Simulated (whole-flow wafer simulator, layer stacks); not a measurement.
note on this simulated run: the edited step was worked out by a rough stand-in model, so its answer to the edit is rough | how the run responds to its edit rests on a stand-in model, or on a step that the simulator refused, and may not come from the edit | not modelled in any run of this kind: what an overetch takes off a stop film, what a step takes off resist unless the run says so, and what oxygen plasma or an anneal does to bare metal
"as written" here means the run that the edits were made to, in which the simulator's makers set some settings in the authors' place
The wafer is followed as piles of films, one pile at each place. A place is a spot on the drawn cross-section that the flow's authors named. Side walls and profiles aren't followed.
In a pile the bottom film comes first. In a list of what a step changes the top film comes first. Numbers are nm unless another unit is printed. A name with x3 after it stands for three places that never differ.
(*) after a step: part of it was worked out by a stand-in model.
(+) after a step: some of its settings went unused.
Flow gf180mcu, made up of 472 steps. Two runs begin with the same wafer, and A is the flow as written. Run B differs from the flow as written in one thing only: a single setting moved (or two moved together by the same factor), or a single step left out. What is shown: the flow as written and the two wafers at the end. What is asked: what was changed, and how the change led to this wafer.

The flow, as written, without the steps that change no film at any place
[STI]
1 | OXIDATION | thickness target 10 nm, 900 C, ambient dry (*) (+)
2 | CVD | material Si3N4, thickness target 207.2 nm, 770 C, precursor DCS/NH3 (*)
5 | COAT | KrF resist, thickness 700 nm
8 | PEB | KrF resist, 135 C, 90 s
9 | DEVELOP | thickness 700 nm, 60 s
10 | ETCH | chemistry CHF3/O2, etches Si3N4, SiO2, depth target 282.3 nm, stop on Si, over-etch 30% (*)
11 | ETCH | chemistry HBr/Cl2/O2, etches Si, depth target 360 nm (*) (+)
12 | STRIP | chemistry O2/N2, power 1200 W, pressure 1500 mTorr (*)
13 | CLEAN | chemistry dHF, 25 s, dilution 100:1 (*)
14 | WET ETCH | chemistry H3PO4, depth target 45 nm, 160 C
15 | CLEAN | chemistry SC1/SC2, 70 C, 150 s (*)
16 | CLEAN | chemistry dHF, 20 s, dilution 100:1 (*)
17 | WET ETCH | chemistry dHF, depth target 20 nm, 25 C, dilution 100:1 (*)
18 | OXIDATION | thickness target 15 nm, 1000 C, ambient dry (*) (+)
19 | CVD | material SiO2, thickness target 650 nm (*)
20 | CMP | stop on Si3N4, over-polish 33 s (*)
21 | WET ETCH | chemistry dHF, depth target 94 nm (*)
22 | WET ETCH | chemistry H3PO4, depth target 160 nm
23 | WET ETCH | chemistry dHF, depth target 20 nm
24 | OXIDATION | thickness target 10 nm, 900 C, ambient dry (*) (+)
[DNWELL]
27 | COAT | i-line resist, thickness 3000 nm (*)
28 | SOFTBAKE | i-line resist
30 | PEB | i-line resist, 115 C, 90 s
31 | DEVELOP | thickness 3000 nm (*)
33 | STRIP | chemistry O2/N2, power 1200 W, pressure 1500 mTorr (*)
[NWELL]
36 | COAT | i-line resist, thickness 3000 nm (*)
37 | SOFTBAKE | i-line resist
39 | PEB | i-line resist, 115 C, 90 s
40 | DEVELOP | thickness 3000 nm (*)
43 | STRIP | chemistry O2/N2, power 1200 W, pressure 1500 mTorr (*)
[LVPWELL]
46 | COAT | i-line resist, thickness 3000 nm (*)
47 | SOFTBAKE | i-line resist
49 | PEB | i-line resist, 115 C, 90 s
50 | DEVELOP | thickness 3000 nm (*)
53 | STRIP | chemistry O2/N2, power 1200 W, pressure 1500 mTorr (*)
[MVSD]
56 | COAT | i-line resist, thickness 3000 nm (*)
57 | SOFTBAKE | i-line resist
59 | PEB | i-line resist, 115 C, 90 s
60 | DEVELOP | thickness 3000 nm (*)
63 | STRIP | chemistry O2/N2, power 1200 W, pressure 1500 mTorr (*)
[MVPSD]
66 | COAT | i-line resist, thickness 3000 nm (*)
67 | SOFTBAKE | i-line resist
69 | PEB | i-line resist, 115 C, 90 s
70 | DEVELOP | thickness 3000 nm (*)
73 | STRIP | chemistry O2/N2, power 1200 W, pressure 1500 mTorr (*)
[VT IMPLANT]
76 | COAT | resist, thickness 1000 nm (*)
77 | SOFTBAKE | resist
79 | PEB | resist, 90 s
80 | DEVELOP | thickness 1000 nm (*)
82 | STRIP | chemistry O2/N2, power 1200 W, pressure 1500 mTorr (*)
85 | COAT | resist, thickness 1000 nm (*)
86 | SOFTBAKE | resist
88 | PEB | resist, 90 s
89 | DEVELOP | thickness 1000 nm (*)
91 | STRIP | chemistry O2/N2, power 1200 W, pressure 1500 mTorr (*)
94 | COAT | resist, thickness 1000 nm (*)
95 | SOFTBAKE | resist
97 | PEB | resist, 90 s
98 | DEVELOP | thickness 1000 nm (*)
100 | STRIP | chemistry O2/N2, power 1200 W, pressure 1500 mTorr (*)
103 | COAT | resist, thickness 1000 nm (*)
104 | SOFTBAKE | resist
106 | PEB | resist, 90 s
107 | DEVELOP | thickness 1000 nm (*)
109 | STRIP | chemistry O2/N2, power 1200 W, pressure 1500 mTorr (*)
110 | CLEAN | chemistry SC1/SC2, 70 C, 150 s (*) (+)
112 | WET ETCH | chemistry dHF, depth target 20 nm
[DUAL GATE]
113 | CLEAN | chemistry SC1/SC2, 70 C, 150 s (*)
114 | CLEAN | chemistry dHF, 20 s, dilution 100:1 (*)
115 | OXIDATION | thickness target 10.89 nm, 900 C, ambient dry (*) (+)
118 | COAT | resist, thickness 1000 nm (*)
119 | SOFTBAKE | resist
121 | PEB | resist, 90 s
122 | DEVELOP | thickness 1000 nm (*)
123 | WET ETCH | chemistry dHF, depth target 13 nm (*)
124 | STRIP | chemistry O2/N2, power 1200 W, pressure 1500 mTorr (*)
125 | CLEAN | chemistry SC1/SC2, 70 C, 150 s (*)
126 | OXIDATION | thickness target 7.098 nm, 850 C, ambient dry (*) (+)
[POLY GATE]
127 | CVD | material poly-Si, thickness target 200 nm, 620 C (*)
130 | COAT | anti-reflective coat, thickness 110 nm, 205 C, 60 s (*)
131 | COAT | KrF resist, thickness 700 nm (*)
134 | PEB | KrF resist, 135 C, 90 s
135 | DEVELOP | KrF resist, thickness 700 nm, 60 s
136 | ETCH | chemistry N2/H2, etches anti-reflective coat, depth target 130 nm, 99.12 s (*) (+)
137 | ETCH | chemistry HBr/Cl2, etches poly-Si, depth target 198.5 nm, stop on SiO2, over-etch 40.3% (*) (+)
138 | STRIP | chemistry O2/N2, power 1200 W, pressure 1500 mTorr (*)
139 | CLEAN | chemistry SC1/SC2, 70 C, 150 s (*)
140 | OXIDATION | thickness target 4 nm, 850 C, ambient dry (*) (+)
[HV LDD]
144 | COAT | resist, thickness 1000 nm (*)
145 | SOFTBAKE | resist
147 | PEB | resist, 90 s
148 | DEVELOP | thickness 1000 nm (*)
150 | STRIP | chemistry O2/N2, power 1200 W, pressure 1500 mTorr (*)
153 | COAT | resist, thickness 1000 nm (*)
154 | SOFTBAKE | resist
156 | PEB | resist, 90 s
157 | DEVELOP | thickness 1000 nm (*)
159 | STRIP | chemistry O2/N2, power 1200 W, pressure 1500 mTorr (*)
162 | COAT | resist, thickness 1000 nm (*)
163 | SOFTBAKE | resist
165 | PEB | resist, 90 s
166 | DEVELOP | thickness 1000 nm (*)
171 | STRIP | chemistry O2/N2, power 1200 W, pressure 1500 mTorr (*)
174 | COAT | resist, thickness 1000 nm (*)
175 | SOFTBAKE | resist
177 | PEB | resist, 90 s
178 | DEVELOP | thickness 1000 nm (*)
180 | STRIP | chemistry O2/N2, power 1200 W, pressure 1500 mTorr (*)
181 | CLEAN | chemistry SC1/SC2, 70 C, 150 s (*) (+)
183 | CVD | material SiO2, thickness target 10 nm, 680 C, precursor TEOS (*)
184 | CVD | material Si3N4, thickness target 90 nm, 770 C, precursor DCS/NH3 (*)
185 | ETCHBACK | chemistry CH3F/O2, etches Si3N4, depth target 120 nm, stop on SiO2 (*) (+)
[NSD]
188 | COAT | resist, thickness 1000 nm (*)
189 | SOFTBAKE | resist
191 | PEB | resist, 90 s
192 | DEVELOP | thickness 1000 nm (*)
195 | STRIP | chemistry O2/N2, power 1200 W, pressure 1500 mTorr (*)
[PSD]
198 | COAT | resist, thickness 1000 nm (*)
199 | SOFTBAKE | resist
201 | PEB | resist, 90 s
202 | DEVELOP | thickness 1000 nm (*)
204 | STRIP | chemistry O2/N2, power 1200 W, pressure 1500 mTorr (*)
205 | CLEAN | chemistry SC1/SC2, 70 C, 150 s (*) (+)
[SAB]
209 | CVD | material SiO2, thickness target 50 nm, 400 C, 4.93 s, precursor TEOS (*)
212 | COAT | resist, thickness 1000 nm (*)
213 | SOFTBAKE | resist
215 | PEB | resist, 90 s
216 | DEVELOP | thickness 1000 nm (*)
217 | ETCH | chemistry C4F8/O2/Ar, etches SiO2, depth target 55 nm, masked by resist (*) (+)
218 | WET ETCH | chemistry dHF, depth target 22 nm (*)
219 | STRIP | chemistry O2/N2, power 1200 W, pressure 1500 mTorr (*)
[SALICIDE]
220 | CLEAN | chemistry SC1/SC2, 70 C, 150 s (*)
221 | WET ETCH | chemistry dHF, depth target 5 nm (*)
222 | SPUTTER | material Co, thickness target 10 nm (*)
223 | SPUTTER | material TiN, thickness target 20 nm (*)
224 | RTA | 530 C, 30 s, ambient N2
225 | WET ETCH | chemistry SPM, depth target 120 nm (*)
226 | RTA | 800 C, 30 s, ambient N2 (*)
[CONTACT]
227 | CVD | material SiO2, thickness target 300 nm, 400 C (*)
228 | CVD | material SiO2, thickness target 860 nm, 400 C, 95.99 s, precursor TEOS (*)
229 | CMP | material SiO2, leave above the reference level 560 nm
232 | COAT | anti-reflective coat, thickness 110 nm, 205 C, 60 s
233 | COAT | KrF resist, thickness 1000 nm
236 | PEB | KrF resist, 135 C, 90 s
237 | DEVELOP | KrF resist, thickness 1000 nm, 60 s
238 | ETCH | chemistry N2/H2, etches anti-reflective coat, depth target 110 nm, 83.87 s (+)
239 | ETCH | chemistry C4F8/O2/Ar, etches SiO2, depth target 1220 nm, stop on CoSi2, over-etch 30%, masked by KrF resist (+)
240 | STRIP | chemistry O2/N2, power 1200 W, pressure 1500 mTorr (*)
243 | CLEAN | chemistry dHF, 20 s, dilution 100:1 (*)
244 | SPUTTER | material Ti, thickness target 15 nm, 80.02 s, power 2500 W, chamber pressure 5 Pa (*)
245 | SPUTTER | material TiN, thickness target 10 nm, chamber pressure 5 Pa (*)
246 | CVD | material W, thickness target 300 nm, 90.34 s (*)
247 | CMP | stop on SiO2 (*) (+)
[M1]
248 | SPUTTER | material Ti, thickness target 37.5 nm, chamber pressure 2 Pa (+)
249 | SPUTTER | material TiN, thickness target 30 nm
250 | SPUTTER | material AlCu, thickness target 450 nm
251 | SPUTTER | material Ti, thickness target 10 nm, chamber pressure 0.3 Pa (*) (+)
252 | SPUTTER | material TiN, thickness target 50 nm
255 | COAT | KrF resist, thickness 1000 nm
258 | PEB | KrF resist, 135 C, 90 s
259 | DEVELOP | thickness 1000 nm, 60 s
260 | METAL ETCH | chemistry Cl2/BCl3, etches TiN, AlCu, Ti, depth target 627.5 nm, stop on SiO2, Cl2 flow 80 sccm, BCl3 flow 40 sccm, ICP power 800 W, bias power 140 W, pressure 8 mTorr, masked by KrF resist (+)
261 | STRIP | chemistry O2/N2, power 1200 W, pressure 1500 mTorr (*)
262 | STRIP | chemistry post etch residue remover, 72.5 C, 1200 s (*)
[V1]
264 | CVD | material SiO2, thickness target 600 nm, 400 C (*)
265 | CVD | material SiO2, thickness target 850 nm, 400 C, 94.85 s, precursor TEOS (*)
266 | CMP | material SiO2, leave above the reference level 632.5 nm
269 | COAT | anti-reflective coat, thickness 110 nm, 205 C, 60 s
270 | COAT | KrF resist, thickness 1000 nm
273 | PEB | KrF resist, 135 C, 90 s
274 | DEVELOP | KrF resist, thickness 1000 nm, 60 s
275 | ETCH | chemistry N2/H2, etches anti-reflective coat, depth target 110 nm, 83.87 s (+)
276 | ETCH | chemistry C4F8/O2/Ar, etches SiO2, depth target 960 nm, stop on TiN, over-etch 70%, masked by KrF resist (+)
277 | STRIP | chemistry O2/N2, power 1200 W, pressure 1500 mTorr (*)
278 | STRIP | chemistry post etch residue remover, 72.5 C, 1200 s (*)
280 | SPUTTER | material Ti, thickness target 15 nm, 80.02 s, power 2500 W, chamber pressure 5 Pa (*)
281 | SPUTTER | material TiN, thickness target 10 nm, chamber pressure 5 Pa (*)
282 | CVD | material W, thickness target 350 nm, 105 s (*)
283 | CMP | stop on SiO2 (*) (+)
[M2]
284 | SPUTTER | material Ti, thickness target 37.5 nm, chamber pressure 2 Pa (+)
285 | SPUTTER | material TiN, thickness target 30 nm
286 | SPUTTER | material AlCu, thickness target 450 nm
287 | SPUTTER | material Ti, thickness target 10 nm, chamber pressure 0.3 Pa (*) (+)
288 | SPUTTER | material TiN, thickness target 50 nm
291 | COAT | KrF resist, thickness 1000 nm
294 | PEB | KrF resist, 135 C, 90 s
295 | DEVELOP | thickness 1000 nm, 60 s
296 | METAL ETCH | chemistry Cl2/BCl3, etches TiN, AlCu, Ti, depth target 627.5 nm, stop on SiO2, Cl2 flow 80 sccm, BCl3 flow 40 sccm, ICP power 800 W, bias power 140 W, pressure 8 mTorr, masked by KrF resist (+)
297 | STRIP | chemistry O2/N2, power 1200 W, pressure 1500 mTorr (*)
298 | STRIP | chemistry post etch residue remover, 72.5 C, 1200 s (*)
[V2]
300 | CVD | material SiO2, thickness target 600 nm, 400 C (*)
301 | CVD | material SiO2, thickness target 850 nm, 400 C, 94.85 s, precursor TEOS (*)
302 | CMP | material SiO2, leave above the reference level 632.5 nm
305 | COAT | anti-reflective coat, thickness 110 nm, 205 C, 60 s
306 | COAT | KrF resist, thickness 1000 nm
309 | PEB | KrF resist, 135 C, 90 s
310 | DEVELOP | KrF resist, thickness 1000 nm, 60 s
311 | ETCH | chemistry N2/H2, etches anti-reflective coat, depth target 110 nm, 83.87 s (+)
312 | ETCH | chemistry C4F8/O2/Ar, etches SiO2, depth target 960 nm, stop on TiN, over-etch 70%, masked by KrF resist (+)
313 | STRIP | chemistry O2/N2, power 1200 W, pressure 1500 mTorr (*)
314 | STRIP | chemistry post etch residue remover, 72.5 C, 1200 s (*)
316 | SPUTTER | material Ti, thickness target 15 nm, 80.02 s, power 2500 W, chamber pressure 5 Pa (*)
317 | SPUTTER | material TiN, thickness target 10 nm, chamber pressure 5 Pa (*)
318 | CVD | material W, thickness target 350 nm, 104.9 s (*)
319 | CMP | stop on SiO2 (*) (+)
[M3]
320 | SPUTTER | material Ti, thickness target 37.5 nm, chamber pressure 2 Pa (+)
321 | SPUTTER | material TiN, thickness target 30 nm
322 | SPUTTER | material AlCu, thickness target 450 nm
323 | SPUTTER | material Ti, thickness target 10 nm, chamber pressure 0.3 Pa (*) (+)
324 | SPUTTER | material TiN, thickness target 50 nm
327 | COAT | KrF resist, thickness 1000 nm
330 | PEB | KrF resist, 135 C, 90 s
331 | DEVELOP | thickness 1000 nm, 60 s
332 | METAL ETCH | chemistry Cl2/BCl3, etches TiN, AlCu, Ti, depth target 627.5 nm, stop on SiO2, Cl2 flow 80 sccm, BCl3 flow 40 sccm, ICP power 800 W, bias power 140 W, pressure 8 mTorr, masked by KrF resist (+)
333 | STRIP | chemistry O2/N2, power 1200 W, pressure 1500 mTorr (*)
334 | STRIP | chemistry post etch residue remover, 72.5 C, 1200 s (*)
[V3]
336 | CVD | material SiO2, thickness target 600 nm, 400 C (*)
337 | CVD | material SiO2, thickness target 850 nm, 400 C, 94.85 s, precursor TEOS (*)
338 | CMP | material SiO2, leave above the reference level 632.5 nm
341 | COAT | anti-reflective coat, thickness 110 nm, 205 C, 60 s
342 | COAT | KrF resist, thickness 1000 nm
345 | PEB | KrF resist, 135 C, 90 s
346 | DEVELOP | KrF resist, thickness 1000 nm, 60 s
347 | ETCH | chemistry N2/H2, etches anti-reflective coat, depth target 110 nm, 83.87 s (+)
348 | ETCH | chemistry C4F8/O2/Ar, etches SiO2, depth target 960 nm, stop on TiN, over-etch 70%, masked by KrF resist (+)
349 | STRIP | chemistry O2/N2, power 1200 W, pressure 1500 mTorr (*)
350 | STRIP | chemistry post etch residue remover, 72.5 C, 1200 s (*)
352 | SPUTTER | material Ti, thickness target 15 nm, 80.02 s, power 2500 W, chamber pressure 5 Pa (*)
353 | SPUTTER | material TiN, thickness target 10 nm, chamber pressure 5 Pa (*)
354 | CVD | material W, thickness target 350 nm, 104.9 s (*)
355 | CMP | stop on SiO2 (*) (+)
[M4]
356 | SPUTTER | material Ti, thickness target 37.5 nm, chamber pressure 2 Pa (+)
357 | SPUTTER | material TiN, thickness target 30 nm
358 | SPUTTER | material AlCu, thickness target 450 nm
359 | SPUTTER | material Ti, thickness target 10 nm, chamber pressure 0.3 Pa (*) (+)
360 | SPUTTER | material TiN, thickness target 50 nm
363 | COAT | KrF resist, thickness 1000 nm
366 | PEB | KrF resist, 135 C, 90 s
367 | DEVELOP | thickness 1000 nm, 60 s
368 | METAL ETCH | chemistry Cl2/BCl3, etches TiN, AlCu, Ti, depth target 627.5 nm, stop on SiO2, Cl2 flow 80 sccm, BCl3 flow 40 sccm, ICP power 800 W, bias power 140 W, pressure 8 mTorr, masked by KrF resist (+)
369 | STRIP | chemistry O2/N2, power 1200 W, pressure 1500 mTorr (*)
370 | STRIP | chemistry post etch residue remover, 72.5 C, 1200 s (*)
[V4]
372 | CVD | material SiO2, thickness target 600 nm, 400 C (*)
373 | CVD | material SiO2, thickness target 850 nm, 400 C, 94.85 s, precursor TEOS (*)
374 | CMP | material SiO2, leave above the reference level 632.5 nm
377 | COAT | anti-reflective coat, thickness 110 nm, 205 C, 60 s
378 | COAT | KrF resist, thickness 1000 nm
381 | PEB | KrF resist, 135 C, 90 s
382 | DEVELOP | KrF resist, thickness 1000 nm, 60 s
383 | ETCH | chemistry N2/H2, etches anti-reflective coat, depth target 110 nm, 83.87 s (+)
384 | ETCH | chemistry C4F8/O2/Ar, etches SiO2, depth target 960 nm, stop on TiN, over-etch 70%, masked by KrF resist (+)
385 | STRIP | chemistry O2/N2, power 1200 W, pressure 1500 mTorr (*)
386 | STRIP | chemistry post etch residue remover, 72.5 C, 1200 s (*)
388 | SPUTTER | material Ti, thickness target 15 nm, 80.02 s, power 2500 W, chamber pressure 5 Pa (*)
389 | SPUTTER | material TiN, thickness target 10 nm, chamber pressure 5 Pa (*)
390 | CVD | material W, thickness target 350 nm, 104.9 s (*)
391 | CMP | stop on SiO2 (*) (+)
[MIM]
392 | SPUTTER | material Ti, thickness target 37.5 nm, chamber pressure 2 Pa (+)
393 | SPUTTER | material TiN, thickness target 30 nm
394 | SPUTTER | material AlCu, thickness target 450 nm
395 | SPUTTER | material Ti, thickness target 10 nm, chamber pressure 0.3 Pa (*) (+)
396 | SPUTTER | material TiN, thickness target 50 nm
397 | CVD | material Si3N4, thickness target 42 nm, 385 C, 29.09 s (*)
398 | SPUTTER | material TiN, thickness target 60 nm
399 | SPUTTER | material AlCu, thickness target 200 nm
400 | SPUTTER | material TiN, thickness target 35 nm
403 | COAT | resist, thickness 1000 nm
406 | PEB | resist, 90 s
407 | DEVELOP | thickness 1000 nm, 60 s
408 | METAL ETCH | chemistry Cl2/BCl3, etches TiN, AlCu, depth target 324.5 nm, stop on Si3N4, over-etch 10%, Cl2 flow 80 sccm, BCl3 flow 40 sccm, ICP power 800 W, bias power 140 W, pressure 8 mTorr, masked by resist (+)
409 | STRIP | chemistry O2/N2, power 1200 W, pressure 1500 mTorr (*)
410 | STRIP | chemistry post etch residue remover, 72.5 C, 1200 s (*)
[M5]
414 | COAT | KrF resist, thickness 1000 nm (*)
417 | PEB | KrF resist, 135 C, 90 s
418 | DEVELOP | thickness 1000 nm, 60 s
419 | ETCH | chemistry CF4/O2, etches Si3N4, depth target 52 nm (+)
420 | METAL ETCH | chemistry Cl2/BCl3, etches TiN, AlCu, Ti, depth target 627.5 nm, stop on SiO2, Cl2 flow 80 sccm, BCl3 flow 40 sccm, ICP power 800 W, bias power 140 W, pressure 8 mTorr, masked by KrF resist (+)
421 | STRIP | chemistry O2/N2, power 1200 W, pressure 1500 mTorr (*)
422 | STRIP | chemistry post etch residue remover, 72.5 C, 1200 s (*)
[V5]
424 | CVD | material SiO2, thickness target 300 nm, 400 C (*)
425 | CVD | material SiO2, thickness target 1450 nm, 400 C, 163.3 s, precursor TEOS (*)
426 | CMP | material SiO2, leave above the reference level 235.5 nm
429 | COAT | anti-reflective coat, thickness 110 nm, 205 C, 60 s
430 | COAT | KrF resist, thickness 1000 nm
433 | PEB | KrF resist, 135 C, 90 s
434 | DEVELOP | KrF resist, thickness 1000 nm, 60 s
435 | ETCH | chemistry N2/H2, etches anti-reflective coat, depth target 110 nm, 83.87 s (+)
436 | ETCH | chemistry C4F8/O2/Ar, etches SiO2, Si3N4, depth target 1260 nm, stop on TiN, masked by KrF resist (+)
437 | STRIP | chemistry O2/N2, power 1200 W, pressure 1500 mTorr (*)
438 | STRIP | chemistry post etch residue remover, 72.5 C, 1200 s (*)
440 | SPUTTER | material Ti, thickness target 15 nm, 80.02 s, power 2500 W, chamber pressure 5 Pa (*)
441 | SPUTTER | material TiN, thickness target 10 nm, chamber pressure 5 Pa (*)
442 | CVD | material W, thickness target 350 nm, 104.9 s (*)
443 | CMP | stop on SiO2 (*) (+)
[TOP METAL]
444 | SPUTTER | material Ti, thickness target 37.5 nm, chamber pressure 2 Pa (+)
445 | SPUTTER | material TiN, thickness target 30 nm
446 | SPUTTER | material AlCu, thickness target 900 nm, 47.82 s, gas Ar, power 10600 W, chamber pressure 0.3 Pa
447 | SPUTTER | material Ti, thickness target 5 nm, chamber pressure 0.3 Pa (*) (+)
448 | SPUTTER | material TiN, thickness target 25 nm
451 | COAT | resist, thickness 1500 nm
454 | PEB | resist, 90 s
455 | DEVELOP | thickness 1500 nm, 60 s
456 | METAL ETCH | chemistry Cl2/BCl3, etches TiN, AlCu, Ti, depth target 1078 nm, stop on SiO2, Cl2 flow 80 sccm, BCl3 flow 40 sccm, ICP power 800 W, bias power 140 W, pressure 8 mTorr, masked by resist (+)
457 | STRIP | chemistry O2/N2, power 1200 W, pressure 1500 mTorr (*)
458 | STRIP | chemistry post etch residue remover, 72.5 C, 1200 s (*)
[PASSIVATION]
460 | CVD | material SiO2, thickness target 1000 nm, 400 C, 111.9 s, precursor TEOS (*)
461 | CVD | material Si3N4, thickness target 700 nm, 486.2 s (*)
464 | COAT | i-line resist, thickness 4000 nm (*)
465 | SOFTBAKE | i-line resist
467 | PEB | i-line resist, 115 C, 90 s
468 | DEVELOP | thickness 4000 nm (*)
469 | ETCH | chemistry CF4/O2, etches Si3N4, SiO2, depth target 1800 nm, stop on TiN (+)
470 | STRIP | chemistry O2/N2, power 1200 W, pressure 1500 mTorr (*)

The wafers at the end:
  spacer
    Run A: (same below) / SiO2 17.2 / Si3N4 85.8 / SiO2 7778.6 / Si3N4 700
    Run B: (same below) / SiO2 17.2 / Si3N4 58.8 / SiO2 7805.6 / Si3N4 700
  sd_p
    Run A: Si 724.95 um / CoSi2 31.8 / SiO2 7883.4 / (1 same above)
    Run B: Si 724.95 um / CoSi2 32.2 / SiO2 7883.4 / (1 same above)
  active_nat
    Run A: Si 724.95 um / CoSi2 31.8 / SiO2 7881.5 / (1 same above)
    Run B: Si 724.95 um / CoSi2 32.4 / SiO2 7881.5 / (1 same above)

The reason: step 184, CVD: thickness target 63 nm was run, though the flow has thickness target 90 nm.

The path from the change to this, step by step:
  184 | CVD | material Si3N4, thickness target 90 nm, 770 C, precursor DCS/NH3 (*)
      field, field__w1, field__w2 and 101 more: A Si3N4 gains 90 (new film) | B Si3N4 gains 63 (new film)
  185 | ETCHBACK | chemistry CH3F/O2, etches Si3N4, depth target 120 nm, stop on SiO2 (*) (+)
      field, field__w1, field__w2 and 100 more: A Si3N4 loses 90 (all of it), SiO2 loses 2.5 | B Si3N4 loses 63 (all of it), SiO2 loses 4.75
  188 | COAT | resist, thickness 1000 nm (*)
      spacer: A resist gains 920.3 (new film) | B resist gains 944.9 (new film)
  189 | SOFTBAKE | resist
      field: A resist gains 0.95 | B nothing
      nw_sep_fld: A resist gains 1.07 | B resist loses 0.06
  191 | PEB | resist, 90 s
      spacer: A resist loses 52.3 | B resist loses 53.8
  192 | DEVELOP | thickness 1000 nm (*)
      spacer: A resist loses 868 (all of it) | B resist loses 891.1 (all of it)
  198 | COAT | resist, thickness 1000 nm (*)
      spacer: A resist gains 920.3 (new film) | B resist gains 944.9 (new film)
  199 | SOFTBAKE | resist
      field: A resist gains 0.95 | B nothing
      nw_sep_fld: A resist gains 1.07 | B resist loses 0.06
  201 | PEB | resist, 90 s
      spacer: A resist loses 52.3 | B resist loses 53.8
  204 | STRIP | chemistry O2/N2, power 1200 W, pressure 1500 mTorr (*)
      spacer: A resist loses 868 (all of it) | B resist loses 891.1 (all of it)
  212 | COAT | resist, thickness 1000 nm (*)
      spacer: A resist gains 919.2 (new film) | B resist gains 943.7 (new film)
  215 | PEB | resist, 90 s
      spacer: A resist loses 52.3 | B resist loses 53.8
  216 | DEVELOP | thickness 1000 nm (*)
      spacer: A resist loses 866.9 (all of it) | B resist loses 890 (all of it)
  218 | WET ETCH | chemistry dHF, depth target 22 nm (*)
      gate, gate_hv, gate_p and 23 more: A SiO2 loses 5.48 (all of it) | B SiO2 loses 3.23 (all of it)
      active, p_well, sd_n, iso_ptap_pw, iso_ntap_nw, iso_ptap_sub, vpnp_e: A SiO2 loses 9.01 (all of it) | B SiO2 loses 6.76 (all of it)
      (and at 16 other places as well)
  222 | SPUTTER | material Co, thickness target 10 nm (*)
      field__w2: A Co gains 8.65 (new film) | B Co gains 9.25 (new film)
      field__w3: A Co gains 8.06 (new film) | B Co gains 8.85 (new film)
      (and at 4 other places as well)
  223 | SPUTTER | material TiN, thickness target 20 nm (*)
      field__w2: A TiN gains 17 (new film) | B TiN gains 18.2 (new film)
      field__w3: A TiN gains 15.7 (new film) | B TiN gains 17.3 (new film)
      (and at 6 other places as well)
  ... 3 other steps ...
  229 | CMP | material SiO2, leave above the reference level 560 nm
      spacer: A SiO2 loses 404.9 | B SiO2 loses 377.9
